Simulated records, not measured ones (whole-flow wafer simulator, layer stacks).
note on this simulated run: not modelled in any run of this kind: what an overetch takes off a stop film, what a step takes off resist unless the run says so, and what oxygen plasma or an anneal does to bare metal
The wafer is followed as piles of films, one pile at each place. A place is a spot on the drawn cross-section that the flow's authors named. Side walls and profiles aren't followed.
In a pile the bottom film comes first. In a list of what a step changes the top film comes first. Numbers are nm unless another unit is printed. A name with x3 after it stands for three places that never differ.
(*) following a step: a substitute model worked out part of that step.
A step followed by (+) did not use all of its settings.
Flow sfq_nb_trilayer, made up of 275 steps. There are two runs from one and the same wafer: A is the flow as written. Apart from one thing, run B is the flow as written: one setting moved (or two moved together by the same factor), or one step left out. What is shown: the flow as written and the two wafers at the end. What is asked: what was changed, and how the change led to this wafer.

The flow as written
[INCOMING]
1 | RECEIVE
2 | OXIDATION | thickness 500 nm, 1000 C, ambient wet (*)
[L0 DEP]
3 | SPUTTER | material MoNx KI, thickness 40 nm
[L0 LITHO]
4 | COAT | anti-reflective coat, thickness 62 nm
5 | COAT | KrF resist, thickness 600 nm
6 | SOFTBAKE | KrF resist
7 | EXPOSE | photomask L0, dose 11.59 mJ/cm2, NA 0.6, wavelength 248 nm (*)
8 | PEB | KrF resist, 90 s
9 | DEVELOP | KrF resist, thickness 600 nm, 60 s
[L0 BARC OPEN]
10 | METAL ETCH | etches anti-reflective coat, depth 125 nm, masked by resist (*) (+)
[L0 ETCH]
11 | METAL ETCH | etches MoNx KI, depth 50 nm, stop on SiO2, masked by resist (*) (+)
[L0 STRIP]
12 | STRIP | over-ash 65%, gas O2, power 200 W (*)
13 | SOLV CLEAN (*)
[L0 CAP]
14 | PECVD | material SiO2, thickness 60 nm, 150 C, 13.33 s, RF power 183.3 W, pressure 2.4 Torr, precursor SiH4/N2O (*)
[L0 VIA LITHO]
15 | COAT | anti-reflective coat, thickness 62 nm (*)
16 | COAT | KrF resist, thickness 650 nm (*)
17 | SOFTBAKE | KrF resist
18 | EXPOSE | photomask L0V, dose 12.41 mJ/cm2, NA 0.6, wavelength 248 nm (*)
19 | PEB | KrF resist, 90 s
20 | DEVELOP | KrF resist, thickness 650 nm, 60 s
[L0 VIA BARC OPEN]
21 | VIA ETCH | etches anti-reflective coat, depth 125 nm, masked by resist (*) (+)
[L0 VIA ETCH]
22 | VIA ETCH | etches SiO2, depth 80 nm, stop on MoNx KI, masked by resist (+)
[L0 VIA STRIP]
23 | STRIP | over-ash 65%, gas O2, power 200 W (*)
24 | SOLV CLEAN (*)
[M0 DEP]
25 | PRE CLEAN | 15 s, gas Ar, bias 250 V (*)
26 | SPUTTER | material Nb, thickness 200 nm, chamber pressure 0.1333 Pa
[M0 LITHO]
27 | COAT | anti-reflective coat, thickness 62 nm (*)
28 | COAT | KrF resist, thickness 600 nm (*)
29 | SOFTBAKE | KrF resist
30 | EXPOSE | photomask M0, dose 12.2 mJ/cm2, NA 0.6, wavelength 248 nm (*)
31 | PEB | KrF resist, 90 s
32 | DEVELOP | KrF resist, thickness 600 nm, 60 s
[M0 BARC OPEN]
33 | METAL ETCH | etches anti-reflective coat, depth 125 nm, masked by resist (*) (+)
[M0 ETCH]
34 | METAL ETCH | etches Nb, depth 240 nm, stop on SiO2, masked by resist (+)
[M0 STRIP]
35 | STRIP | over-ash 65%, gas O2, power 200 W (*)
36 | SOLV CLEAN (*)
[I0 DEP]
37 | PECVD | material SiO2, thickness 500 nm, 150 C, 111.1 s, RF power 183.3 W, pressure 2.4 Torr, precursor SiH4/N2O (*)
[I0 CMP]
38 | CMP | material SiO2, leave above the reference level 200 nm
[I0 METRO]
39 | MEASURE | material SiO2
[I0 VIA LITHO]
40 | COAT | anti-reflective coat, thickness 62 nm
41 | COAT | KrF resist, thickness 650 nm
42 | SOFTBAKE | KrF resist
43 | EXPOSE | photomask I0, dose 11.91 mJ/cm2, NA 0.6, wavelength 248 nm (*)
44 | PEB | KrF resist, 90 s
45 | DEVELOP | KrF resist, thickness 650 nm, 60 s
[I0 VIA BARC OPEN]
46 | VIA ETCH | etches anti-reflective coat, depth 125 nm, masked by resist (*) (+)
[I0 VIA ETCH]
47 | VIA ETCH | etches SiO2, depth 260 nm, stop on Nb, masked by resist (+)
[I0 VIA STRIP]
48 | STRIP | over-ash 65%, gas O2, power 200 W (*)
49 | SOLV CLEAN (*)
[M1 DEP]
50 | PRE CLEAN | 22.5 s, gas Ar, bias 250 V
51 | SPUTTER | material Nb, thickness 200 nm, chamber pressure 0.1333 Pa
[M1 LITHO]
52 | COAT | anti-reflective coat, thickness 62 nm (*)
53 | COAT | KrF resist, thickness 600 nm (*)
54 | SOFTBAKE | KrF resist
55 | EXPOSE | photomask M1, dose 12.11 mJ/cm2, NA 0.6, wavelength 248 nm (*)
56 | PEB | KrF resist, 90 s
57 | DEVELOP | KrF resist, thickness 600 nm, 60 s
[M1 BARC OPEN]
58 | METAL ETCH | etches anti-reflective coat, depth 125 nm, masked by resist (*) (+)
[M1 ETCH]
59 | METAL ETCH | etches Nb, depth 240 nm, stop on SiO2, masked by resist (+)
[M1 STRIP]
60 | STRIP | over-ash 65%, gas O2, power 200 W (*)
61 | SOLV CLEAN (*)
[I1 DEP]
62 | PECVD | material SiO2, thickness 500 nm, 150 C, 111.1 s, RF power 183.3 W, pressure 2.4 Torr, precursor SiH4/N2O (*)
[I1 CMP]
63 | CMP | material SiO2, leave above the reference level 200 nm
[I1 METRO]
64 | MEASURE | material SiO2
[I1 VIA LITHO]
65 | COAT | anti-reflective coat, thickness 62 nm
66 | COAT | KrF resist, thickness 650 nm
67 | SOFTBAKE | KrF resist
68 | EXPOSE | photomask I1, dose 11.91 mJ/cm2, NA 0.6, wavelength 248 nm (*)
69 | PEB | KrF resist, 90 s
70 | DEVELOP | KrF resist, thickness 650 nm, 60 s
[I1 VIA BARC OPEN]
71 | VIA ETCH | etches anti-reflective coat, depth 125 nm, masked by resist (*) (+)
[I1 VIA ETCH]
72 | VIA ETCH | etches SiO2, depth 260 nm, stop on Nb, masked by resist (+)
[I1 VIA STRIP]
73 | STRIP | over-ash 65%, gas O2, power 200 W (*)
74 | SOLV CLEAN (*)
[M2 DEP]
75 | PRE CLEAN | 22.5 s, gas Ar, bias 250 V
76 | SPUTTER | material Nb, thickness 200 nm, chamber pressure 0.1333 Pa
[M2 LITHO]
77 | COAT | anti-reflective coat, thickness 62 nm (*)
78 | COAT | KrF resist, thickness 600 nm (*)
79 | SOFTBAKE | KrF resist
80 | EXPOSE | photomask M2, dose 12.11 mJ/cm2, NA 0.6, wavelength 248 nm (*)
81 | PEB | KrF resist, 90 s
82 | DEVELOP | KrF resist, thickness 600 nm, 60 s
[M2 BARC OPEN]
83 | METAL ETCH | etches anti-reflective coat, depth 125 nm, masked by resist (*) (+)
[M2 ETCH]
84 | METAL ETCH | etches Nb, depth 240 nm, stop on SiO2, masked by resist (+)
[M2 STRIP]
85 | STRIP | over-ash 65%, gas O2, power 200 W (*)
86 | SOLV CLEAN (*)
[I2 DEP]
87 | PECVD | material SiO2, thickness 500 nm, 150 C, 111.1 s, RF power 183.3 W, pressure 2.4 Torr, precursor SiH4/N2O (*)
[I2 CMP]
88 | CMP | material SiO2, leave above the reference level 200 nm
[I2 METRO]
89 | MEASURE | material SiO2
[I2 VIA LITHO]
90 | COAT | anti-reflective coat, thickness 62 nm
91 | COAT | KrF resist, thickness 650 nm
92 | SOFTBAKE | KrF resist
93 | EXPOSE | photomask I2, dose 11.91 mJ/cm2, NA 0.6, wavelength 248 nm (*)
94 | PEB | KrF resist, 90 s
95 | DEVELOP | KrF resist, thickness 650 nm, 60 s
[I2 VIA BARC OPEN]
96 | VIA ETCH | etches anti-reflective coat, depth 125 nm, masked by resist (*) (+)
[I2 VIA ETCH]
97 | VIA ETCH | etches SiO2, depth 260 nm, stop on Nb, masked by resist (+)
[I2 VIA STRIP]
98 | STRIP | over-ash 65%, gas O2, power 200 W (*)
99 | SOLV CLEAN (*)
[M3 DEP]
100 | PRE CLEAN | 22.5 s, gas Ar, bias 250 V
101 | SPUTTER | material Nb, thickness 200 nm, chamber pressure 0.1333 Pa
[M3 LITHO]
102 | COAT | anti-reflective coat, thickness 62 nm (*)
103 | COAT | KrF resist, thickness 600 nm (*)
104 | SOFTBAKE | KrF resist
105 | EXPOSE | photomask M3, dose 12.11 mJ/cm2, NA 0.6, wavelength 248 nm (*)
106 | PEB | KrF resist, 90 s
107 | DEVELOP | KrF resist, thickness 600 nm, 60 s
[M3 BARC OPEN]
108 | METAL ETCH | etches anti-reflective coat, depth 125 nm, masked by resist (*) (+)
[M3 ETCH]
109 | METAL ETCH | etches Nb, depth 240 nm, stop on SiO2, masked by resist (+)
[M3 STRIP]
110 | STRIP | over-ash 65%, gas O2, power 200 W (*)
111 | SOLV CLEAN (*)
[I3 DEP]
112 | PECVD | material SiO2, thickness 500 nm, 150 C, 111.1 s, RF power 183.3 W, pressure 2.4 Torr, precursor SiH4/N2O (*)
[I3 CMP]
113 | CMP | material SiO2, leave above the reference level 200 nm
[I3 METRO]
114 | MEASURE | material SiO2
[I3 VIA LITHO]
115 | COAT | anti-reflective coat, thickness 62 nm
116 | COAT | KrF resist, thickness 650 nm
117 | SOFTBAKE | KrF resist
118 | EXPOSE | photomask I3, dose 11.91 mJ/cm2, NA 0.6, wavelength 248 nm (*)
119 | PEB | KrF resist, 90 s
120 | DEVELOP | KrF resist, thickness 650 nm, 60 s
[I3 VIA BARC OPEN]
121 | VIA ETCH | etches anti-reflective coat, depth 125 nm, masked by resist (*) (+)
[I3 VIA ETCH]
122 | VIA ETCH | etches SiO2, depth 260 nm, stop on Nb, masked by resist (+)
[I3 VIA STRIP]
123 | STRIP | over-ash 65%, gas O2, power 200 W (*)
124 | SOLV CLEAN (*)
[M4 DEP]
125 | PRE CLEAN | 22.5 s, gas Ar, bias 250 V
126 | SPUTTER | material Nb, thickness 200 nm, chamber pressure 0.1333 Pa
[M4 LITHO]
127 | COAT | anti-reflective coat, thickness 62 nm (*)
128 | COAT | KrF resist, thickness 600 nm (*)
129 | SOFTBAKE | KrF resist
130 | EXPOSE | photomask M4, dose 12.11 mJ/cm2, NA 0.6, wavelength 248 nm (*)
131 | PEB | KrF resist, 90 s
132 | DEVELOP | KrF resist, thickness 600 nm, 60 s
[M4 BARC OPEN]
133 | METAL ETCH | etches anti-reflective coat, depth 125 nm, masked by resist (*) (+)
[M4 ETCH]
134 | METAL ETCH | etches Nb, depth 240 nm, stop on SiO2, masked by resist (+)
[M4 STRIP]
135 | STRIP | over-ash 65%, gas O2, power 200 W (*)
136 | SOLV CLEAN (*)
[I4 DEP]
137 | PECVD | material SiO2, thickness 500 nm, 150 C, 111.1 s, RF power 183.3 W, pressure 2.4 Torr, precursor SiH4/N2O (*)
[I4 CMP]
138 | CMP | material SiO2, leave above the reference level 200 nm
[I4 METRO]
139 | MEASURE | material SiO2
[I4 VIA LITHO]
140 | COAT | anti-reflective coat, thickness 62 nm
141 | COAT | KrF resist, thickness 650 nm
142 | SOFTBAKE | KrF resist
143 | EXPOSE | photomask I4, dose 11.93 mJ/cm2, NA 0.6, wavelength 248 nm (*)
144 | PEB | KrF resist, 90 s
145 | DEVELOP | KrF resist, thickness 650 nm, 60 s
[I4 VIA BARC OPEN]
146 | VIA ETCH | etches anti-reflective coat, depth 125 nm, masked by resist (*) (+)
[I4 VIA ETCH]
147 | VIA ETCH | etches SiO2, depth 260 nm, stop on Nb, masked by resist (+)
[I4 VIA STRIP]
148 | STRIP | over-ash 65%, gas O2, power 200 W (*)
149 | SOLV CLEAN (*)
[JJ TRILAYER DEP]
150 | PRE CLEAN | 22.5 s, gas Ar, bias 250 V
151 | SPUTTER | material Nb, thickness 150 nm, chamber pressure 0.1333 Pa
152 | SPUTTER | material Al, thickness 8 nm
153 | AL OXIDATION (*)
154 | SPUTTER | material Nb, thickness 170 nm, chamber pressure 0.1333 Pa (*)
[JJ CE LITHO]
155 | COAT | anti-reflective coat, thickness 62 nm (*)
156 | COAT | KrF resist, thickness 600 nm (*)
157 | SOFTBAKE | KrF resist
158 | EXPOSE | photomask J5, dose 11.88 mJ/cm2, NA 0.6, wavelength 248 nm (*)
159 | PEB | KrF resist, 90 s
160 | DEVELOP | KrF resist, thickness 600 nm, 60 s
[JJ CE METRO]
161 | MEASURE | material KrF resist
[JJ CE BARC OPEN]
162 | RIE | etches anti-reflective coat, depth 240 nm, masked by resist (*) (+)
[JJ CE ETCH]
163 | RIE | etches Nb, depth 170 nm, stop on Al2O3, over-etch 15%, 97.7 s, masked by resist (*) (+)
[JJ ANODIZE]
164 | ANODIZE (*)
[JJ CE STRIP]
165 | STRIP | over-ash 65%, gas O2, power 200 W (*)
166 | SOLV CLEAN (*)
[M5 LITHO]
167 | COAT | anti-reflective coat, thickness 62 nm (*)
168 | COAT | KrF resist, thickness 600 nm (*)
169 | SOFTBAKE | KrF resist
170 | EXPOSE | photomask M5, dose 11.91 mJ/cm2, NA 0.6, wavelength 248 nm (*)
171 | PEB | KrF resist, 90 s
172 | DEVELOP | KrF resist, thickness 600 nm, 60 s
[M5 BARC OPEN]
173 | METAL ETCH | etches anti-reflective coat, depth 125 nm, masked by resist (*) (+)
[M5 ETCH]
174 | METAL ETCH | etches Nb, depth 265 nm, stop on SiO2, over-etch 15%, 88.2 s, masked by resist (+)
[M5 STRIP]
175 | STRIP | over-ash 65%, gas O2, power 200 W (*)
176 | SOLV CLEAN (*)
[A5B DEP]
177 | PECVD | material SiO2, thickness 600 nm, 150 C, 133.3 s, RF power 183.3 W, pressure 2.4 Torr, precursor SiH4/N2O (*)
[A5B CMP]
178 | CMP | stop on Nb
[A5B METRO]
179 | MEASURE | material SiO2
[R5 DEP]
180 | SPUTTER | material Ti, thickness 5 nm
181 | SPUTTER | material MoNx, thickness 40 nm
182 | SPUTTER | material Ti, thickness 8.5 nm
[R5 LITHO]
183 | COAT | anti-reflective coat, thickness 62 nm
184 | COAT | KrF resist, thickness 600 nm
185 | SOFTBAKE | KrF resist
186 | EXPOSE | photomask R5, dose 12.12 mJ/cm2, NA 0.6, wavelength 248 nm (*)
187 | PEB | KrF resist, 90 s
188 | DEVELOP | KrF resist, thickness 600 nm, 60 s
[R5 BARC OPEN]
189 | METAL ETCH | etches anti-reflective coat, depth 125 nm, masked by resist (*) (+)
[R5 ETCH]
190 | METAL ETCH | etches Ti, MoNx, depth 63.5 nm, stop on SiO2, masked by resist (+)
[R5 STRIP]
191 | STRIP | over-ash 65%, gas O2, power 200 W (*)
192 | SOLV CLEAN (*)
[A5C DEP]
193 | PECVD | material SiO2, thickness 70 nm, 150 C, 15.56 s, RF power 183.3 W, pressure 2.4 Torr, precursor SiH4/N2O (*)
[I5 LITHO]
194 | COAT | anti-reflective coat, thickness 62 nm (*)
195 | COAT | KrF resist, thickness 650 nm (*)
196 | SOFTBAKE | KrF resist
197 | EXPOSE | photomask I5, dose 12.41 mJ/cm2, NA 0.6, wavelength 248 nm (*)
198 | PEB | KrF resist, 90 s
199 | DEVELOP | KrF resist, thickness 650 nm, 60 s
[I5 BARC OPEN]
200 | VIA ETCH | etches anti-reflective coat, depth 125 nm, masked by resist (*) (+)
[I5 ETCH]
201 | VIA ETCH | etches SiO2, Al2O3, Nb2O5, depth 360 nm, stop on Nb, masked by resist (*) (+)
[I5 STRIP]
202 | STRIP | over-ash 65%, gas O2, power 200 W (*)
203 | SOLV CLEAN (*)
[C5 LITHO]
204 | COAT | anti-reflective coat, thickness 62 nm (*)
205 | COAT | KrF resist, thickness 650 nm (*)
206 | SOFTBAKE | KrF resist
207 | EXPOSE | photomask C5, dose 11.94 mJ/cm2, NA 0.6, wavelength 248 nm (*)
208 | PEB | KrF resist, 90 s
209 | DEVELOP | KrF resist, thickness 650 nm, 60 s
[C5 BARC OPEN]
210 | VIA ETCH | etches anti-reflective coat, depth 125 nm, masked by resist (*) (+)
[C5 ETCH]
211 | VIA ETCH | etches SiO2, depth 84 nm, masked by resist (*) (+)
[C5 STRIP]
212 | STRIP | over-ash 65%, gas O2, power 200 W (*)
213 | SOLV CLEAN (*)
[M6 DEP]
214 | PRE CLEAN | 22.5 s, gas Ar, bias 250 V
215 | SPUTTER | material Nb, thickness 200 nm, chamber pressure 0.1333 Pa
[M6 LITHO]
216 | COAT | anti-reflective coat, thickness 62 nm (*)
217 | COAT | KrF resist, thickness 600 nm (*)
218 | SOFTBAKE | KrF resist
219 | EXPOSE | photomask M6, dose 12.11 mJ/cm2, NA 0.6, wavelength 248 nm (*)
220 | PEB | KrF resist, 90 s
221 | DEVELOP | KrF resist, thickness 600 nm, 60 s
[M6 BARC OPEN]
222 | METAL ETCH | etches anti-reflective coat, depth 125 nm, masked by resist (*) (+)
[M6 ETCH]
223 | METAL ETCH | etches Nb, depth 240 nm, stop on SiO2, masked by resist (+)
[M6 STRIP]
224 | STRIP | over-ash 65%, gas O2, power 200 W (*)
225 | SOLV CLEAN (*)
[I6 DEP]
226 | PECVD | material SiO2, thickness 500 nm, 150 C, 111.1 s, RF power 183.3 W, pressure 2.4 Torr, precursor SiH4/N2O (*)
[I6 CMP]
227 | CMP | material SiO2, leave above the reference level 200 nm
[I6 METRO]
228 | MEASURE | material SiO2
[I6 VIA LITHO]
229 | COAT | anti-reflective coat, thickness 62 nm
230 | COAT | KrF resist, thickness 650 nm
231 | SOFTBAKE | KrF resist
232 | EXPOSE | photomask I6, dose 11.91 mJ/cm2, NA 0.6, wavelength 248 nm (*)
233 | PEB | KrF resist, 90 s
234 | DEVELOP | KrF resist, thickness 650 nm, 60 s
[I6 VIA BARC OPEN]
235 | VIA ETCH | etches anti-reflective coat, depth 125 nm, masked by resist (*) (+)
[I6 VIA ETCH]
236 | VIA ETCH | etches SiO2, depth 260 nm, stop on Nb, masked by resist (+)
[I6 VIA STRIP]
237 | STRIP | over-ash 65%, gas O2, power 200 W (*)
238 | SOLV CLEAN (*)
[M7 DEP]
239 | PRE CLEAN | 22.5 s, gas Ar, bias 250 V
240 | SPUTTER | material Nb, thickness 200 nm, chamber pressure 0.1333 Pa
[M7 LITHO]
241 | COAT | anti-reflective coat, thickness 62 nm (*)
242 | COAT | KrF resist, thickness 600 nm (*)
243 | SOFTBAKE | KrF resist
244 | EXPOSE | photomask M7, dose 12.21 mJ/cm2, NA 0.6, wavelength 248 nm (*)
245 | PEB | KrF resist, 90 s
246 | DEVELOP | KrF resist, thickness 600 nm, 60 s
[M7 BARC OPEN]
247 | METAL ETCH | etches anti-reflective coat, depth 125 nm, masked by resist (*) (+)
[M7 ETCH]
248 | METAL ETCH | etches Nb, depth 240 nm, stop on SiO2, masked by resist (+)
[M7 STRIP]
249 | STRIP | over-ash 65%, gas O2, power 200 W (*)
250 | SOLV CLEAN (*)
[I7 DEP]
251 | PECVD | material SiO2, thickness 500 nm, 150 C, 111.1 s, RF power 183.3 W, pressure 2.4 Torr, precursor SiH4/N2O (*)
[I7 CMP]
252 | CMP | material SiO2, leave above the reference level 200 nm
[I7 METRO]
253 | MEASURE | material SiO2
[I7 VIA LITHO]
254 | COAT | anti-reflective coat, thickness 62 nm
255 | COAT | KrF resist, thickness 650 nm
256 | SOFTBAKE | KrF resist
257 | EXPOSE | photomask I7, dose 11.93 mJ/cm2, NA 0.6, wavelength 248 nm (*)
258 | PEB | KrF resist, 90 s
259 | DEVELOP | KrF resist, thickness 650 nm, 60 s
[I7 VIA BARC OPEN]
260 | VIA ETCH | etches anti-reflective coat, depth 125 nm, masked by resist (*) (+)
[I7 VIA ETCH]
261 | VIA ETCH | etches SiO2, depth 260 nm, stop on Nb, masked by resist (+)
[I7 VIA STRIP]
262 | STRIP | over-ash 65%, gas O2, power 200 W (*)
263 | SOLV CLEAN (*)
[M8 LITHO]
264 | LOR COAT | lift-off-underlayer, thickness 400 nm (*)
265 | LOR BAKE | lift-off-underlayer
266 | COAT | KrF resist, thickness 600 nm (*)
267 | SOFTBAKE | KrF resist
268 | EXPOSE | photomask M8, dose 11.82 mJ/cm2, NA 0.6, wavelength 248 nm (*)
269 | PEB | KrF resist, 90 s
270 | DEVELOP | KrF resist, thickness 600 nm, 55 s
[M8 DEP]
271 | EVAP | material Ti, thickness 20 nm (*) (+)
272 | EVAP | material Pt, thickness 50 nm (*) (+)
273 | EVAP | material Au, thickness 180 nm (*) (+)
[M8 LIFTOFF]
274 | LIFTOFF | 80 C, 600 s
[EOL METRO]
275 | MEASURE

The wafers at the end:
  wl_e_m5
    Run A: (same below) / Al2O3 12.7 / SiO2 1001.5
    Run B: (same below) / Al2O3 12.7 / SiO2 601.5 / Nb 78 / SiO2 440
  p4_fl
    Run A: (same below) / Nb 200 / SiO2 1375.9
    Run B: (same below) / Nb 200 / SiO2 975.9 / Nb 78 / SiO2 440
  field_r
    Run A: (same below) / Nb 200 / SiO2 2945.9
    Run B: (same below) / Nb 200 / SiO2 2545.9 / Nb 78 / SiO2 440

What caused this: step 240, SPUTTER: thickness 318 nm was run, while the flow as written has thickness 200 nm.

How this came from the change, step by step:
  240 | SPUTTER | material Nb, thickness 200 nm, chamber pressure 0.1333 Pa
      field_l, v_sur, via_wl and 102 more: A +200 Nb (new film) | B +318 Nb (new film)
      via_v: A +161.1 Nb | B +257 Nb
  241 | COAT | anti-reflective coat, thickness 62 nm (*)
      via_v: A +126 anti-reflective coat (new film) | B +130.4 anti-reflective coat (new film)
  248 | METAL ETCH | etches Nb, depth 240 nm, stop on SiO2, masked by resist (+)
      field_l, field_r, lsp_l and 62 more: A -200 Nb (all of it) | B -240 Nb
  249 | STRIP | over-ash 65%, gas O2, power 200 W (*)
      via_v: A -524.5 KrF resist (all of it), -126 anti-reflective coat (all of it) | B -539.3 KrF resist (all of it), -130.4 anti-reflective coat (all of it)
  251 | PECVD | material SiO2, thickness 500 nm, 150 C, 111.1 s, RF power 183.3 W, pressure 2.4 Torr, precursor SiH4/N2O (*)
      field_l, p4_fl, p4_fm and 56 more: A +500 SiO2 | B +500 SiO2 (new film)
      field_r, lsp_l: A +477.7 SiO2 | B +473.2 SiO2 (new film)
      (also at 4 further places)
  252 | CMP | material SiO2, leave above the reference level 200 nm
      field_l, p4_fl, p4_fm and 56 more: A -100 SiO2 | B -60 SiO2
      field_r, lsp_l: A -77.7 SiO2 | B -33.2 SiO2
      (also at 3 further places)
With metal films that touch counted as one body, wl_e_m5 has 7 bodies (between them, from the top down: SiO2 601.5 / Al2O3 12.7 / Nb2O5 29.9; SiO2 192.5; SiO2 192.5; SiO2 192.5; SiO2 192.5; SiO2 192.5); the flow as written gives 6 bodies (between them, from the top down: SiO2 192.5; SiO2 192.5; SiO2 192.5; SiO2 192.5; SiO2 192.5).
With metal films that touch counted as one body, p4_fl has 3 bodies (between them, from the top down: SiO2 975.9; SiO2 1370); the flow as written gives 2 bodies (between them, from the top down: SiO2 1370).
With metal films that touch counted as one body, field_r has 2 bodies (between them, from the top down: SiO2 2545.9); the flow as written gives 1 body.
